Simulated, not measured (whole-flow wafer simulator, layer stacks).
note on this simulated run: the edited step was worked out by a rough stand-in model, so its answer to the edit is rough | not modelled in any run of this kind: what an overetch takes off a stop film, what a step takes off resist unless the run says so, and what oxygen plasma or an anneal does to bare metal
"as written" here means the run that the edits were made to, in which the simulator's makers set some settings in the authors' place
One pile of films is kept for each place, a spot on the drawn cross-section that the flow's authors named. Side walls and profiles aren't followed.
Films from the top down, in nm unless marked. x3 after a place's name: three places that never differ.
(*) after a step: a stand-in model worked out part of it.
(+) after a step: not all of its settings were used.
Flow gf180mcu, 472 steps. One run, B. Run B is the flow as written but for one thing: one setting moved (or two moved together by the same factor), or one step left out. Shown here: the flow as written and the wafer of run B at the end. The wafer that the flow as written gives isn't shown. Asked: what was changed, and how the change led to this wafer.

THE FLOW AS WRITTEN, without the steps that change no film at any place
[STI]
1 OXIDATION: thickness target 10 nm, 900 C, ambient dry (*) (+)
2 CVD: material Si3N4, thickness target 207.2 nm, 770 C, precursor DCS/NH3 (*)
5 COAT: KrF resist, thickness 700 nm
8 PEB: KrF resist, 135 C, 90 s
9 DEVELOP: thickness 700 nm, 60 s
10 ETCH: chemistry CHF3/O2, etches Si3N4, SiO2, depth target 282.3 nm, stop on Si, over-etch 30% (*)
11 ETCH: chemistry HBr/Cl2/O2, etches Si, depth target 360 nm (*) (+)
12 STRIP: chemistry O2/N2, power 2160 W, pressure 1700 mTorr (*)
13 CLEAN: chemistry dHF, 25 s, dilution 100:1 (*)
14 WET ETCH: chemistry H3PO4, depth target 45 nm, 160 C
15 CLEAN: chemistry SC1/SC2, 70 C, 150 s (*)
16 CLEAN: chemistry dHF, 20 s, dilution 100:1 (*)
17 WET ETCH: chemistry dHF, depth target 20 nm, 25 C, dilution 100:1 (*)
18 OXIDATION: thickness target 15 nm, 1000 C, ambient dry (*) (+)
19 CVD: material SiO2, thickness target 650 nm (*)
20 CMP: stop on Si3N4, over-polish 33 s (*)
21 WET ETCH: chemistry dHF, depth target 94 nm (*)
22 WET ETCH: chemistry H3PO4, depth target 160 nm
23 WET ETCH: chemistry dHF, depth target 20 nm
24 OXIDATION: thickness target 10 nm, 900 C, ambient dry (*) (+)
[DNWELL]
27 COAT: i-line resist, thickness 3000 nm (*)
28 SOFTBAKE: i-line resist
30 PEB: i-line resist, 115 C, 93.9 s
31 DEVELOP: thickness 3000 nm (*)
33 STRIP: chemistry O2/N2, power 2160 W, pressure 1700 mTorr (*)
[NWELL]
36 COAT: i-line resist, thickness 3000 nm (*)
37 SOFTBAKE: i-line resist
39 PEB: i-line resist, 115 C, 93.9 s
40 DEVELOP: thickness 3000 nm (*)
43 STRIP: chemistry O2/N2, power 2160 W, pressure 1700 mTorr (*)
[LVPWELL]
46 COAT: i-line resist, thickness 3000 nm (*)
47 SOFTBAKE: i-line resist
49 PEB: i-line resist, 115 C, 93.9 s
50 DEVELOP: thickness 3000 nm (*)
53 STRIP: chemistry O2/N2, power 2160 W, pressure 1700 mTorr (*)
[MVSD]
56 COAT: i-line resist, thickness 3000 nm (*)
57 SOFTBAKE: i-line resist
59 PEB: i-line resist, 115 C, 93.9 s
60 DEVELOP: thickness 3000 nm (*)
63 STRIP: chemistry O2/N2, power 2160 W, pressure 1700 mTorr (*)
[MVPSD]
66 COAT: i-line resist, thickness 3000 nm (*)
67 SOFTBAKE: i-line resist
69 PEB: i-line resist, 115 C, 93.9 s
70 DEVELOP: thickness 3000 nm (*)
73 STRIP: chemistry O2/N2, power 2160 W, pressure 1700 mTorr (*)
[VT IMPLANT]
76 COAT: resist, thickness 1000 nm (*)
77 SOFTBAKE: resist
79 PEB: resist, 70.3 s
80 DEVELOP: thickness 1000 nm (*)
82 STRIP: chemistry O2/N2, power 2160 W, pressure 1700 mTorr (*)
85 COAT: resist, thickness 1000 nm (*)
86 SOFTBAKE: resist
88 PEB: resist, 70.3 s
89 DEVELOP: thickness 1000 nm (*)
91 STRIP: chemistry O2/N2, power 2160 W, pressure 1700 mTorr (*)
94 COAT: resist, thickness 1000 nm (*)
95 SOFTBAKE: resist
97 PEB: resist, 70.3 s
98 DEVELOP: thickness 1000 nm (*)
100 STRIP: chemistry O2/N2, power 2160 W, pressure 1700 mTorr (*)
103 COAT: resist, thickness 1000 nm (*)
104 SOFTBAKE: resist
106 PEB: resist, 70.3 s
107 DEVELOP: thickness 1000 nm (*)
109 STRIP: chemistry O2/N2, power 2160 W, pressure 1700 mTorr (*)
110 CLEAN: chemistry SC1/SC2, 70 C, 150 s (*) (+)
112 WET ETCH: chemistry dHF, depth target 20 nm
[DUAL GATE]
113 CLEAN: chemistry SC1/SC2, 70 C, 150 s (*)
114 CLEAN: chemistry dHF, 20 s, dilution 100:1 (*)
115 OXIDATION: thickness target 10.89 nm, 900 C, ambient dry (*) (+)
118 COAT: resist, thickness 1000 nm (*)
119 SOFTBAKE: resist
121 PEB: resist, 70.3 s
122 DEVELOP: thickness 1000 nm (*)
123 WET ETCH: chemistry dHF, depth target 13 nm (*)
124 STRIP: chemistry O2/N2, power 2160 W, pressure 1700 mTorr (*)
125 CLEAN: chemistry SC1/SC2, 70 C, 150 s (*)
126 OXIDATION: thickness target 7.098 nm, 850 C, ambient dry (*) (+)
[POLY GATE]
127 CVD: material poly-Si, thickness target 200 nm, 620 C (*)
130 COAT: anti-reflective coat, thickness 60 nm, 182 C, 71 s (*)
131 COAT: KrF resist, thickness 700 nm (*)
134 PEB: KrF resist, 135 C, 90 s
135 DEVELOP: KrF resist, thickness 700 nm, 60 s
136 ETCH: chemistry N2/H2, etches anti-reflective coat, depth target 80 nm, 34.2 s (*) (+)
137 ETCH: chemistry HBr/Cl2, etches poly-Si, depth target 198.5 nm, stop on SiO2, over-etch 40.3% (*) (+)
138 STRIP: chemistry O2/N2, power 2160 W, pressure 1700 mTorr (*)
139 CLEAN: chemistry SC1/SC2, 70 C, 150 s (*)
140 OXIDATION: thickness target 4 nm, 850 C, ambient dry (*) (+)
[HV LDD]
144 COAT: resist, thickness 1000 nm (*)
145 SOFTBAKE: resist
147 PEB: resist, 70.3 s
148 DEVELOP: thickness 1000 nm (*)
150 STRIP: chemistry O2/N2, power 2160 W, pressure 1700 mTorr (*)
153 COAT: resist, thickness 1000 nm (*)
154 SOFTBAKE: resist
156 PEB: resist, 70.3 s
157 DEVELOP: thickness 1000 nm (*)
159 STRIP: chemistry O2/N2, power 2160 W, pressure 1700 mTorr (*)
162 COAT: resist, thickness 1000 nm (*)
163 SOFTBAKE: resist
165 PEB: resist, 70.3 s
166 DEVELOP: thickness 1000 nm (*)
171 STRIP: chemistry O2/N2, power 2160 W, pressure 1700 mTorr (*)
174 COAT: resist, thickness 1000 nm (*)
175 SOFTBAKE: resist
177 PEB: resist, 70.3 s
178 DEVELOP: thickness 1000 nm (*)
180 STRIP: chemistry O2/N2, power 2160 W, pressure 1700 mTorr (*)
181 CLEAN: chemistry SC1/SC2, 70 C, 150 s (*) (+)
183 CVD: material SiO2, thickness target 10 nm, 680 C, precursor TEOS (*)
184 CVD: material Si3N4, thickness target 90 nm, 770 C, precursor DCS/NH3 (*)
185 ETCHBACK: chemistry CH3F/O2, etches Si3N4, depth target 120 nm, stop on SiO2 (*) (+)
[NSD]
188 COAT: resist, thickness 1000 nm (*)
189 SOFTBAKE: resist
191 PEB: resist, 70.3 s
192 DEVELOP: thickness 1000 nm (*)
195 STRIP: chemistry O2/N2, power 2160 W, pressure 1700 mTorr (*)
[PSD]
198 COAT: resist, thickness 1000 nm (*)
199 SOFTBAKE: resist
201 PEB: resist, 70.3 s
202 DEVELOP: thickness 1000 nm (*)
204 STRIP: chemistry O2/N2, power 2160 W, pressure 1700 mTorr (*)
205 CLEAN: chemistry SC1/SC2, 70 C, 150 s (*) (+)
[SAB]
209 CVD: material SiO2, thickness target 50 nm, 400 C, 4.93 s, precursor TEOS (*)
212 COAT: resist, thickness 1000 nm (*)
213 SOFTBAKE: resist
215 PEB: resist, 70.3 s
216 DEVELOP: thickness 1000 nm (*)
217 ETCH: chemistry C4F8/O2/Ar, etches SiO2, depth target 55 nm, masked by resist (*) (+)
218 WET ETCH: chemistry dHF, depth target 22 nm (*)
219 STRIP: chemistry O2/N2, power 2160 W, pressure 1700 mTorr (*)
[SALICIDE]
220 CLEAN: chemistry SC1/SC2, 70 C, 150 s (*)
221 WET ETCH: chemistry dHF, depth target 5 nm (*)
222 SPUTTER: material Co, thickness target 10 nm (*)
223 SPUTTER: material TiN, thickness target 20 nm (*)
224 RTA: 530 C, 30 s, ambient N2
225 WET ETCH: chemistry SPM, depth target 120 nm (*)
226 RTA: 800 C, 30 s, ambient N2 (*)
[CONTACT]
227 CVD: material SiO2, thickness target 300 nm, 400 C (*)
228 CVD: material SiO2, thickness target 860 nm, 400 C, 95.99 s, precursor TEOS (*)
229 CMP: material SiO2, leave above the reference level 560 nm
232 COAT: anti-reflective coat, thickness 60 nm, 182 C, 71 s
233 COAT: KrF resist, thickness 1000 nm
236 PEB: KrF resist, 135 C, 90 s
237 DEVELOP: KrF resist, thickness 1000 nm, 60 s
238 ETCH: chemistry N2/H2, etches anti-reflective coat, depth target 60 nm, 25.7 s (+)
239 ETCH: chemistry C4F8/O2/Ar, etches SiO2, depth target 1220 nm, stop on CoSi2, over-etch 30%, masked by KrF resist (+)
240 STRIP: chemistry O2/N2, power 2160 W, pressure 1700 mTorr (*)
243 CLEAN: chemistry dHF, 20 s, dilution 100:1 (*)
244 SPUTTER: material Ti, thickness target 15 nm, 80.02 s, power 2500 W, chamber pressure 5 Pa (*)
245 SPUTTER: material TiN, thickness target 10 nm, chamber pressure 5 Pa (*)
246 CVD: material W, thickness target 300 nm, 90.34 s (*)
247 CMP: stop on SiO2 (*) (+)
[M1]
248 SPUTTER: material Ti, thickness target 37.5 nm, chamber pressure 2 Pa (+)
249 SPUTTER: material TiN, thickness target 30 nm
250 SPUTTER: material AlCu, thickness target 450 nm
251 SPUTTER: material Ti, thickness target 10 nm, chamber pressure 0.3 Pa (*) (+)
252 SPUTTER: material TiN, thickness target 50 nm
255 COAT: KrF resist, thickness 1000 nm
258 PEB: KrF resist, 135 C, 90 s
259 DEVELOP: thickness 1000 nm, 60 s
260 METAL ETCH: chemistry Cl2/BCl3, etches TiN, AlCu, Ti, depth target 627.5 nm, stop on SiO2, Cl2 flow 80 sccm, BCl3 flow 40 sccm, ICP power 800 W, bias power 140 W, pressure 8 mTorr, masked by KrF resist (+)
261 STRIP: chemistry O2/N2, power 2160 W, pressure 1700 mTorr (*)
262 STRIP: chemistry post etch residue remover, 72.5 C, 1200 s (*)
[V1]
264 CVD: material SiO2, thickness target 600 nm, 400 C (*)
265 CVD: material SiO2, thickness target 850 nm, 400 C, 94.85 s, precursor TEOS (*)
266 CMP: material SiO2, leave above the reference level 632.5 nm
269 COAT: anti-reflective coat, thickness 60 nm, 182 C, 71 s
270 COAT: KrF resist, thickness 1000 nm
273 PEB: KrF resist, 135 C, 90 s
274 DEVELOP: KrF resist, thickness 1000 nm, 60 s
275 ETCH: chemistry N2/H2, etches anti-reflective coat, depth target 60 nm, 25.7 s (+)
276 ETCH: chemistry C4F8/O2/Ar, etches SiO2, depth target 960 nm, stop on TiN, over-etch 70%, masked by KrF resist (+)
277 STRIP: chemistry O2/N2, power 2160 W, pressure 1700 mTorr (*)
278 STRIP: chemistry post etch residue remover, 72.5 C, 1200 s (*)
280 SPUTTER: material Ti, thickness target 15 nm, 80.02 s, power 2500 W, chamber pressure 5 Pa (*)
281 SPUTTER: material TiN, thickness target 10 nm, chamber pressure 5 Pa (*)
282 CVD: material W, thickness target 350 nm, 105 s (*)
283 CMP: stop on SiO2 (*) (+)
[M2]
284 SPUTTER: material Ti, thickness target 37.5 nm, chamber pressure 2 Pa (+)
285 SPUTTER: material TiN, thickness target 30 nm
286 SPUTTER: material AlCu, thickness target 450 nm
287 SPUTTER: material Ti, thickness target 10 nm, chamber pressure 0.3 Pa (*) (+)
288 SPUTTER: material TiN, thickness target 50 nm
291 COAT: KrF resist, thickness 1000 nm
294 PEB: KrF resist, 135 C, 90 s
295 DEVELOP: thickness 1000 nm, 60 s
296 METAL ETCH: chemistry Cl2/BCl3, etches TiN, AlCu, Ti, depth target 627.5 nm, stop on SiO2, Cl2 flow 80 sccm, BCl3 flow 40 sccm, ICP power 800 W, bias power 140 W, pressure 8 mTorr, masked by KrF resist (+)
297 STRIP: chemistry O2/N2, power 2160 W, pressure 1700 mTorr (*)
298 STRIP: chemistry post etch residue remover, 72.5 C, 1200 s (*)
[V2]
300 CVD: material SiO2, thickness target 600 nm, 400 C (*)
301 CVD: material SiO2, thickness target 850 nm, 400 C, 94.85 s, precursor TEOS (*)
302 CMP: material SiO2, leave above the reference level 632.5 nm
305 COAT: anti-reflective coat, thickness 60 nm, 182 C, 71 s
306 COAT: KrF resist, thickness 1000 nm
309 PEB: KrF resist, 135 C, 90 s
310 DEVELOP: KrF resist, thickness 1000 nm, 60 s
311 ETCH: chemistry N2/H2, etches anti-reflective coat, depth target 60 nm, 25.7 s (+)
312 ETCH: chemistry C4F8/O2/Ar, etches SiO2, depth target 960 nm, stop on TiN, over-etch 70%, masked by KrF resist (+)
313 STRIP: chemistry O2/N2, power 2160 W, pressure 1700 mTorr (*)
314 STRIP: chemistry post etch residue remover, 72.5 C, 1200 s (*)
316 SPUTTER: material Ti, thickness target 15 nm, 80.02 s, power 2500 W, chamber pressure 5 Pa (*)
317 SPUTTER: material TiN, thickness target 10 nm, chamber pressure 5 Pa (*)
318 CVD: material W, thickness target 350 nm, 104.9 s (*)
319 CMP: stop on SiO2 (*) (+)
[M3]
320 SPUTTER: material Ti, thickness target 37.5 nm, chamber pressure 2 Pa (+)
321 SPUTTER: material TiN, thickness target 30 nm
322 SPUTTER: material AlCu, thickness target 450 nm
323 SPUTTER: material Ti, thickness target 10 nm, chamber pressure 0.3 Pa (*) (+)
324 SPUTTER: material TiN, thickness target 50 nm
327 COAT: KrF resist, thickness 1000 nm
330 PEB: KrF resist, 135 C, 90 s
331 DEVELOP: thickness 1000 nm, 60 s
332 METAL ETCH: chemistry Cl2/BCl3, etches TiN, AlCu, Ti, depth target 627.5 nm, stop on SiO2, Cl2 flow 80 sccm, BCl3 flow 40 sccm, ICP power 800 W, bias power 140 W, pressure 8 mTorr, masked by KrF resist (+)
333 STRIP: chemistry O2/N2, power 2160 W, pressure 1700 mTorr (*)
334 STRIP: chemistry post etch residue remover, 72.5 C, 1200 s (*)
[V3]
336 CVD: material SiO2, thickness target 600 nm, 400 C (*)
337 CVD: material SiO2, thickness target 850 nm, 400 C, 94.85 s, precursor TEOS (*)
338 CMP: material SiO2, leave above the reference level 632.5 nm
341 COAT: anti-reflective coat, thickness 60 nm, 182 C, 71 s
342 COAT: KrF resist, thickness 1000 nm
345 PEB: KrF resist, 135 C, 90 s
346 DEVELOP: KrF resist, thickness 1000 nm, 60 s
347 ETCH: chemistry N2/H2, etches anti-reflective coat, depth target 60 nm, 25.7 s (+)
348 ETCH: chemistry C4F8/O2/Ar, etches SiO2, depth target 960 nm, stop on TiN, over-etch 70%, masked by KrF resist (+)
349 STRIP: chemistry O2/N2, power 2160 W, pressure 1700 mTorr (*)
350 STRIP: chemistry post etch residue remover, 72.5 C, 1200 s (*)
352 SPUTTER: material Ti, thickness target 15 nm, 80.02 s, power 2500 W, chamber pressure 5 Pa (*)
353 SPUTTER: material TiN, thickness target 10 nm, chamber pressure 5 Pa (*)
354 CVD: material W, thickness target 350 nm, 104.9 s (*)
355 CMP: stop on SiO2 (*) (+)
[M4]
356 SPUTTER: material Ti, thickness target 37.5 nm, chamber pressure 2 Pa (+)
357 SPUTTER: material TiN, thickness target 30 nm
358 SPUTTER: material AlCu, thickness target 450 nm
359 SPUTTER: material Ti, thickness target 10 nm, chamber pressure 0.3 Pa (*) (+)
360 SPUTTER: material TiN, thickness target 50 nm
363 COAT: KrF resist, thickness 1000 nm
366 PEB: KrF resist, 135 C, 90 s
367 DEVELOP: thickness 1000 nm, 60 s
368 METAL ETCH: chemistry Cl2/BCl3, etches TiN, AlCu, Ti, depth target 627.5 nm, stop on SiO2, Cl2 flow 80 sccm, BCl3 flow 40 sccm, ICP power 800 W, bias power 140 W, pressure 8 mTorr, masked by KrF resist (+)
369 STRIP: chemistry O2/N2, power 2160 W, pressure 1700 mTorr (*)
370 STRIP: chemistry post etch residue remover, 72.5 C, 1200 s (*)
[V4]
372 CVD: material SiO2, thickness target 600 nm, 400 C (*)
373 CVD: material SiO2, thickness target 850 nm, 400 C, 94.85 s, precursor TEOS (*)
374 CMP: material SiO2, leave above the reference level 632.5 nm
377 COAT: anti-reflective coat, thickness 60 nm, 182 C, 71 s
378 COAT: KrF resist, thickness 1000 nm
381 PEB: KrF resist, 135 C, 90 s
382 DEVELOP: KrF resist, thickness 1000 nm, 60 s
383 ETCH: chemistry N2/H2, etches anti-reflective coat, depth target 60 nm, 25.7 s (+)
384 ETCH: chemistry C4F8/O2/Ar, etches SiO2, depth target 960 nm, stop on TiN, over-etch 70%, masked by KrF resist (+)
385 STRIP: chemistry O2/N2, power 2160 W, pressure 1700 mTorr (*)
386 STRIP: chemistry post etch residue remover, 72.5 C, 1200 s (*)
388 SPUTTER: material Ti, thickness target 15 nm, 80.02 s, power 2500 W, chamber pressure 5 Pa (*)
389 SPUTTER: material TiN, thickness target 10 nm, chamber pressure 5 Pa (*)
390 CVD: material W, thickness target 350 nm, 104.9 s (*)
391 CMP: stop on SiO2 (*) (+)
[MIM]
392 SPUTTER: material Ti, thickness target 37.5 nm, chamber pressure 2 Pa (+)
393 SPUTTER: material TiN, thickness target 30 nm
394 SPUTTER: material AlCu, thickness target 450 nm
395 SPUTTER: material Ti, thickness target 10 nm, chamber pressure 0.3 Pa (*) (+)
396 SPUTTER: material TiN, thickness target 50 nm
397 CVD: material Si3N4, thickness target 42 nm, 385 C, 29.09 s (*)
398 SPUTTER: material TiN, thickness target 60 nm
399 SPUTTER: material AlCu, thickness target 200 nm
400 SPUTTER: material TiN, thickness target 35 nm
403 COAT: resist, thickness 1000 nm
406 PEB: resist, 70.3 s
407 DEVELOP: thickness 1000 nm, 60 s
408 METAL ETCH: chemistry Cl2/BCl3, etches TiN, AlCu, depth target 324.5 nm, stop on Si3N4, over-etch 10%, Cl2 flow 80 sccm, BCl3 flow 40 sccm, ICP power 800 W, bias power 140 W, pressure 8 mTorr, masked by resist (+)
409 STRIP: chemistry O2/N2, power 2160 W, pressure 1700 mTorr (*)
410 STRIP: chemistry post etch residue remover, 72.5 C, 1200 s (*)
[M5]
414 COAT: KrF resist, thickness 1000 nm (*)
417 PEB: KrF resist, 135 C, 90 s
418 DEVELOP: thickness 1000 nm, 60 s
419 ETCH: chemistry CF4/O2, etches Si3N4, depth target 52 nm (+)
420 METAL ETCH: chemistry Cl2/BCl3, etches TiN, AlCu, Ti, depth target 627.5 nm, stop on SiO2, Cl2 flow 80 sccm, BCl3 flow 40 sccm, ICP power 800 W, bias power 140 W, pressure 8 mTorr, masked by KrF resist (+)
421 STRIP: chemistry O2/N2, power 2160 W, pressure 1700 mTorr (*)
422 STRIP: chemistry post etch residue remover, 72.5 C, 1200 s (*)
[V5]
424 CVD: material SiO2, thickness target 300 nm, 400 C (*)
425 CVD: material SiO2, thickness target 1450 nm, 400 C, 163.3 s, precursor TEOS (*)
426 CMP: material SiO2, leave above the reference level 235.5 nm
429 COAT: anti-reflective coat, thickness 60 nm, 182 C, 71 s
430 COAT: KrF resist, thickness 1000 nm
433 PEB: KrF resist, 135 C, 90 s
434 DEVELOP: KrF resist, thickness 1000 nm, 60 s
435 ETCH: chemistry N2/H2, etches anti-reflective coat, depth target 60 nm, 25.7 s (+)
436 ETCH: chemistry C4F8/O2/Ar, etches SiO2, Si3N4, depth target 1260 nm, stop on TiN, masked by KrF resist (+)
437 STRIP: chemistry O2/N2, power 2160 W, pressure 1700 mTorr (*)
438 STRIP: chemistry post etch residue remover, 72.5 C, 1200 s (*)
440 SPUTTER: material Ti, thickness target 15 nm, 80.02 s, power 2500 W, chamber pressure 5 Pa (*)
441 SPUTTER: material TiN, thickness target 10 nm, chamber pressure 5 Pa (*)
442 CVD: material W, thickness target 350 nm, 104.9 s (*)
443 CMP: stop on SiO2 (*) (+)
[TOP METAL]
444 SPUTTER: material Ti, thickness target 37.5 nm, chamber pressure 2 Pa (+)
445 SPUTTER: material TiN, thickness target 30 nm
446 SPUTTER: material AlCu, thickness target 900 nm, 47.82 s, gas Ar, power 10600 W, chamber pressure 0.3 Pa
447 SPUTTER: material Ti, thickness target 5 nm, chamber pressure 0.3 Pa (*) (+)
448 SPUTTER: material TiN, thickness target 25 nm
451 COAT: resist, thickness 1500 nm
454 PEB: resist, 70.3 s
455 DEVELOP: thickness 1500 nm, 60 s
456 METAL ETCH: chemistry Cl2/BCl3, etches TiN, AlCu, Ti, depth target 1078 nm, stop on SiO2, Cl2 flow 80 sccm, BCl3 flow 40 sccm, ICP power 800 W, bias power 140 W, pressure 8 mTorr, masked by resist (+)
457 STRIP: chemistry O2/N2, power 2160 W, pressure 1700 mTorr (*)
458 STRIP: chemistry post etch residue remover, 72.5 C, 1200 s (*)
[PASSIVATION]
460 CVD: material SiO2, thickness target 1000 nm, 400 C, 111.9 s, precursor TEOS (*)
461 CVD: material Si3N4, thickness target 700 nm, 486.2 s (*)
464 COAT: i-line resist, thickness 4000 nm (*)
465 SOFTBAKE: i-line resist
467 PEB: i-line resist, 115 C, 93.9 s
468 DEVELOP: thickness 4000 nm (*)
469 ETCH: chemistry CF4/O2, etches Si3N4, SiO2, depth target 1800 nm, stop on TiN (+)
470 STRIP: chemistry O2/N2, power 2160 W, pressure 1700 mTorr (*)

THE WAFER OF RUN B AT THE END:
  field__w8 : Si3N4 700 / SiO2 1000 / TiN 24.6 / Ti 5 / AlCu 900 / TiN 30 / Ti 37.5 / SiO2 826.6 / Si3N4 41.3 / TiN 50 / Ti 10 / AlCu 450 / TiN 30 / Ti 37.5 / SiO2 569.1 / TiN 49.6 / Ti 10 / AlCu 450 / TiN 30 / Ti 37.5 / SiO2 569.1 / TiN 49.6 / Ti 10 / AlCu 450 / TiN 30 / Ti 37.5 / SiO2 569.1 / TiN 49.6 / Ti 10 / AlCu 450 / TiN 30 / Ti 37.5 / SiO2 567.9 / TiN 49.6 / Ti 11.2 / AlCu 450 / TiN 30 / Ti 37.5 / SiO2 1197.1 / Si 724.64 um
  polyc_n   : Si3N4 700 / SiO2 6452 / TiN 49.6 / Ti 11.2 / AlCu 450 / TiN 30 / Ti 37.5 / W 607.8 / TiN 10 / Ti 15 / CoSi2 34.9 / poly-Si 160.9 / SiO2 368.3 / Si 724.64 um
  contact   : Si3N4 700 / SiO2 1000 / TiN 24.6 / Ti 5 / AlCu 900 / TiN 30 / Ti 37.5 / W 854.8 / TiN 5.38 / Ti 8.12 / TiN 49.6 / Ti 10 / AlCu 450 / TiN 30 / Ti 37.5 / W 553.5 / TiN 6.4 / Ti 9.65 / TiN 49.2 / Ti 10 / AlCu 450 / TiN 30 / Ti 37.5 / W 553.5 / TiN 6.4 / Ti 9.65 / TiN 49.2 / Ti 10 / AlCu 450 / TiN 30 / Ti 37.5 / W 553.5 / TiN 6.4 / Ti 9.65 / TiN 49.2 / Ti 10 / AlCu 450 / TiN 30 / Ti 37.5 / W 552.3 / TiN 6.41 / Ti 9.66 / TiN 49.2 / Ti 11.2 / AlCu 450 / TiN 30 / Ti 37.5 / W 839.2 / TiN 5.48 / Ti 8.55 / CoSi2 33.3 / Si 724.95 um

The cause: step 251, SPUTTER: thickness target 11.2 nm was run, where the flow has thickness target 10 nm.
It can be read off the wafer: field__w8 has Ti 11.2, and step 251 as written asks for 10 nm.

How the change led to this, step by step:
  251 SPUTTER: material Ti, thickness target 10 nm, chamber pressure 0.3 Pa (*) (+)
      field, field__w1, field__w2 and 108 more: Ti +11.2 (new film) (as written it would be: Ti +10 (new film))
  260 METAL ETCH: chemistry Cl2/BCl3, etches TiN, AlCu, Ti, depth target 627.5 nm, stop on SiO2, Cl2 flow 80 sccm, BCl3 flow 40 sccm, ICP power 800 W, bias power 140 W, pressure 8 mTorr, masked by KrF resist (+)
      field, field__w1, field__w2 and 99 more: TiN -50 (all of it), Ti -11.2 (all of it), AlCu -450 (all of it), TiN -30 (all of it), Ti -37.5 (all of it) (as written it would be: TiN -50 (all of it), Ti -10 (all of it), AlCu -450 (all of it), TiN -30 (all of it), Ti -37.5 (all of it))
